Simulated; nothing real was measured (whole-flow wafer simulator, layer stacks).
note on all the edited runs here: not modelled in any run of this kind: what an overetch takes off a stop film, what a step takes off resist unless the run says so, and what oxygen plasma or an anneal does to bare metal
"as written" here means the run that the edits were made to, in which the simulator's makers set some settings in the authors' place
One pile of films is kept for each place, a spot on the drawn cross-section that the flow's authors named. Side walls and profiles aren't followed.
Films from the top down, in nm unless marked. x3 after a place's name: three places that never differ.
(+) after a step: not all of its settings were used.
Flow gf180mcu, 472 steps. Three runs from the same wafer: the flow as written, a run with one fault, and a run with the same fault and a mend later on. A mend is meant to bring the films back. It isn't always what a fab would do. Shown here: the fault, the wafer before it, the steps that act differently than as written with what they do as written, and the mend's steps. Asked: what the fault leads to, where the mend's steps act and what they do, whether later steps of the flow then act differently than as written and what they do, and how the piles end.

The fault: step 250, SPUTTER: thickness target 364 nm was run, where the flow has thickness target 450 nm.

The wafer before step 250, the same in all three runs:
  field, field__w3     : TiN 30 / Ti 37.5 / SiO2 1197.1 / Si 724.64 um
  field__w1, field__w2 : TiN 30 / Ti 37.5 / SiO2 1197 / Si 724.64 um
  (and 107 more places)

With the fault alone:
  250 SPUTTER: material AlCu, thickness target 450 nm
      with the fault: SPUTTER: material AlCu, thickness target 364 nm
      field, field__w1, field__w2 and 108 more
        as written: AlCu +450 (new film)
        with the fault: AlCu +364 (new film)
  Later steps of the flow that act differently than as written:
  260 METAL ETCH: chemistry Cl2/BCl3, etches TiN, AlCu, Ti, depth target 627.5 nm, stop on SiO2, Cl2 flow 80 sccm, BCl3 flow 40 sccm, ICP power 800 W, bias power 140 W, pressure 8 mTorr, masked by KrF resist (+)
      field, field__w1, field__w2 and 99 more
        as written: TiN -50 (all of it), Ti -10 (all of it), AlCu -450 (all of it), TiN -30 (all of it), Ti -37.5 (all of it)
        with the fault: TiN -50 (all of it), Ti -10 (all of it), AlCu -364 (all of it), TiN -30 (all of it), Ti -37.5 (all of it)
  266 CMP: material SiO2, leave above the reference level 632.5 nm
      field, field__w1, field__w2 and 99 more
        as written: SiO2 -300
        with the fault: SiO2 -386
  At the end the piles differ from the flow's by more than 2% or 0.5 nm, whichever is larger, at field__w8, contact, m1 and 6 more.
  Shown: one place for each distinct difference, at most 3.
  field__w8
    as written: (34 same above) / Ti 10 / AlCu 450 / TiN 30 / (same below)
    with the fault: (34 same above) / Ti 10 / AlCu 364 / TiN 30 / (same below)
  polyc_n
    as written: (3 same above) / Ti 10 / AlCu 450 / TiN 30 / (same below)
    with the fault: (3 same above) / Ti 10 / AlCu 364 / TiN 30 / (same below)
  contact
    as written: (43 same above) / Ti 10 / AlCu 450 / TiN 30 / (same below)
    with the fault: (43 same above) / Ti 10 / AlCu 364 / TiN 30 / (same below)

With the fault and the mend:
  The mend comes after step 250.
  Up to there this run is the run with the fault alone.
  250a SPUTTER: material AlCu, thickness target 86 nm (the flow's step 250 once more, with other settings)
      field, field__w1, field__w2 and 108 more
        AlCu +86
  No later step of the flow acts differently than as written at any place that is followed.
  At the end the piles are the same as the flow's at every place that both follow.
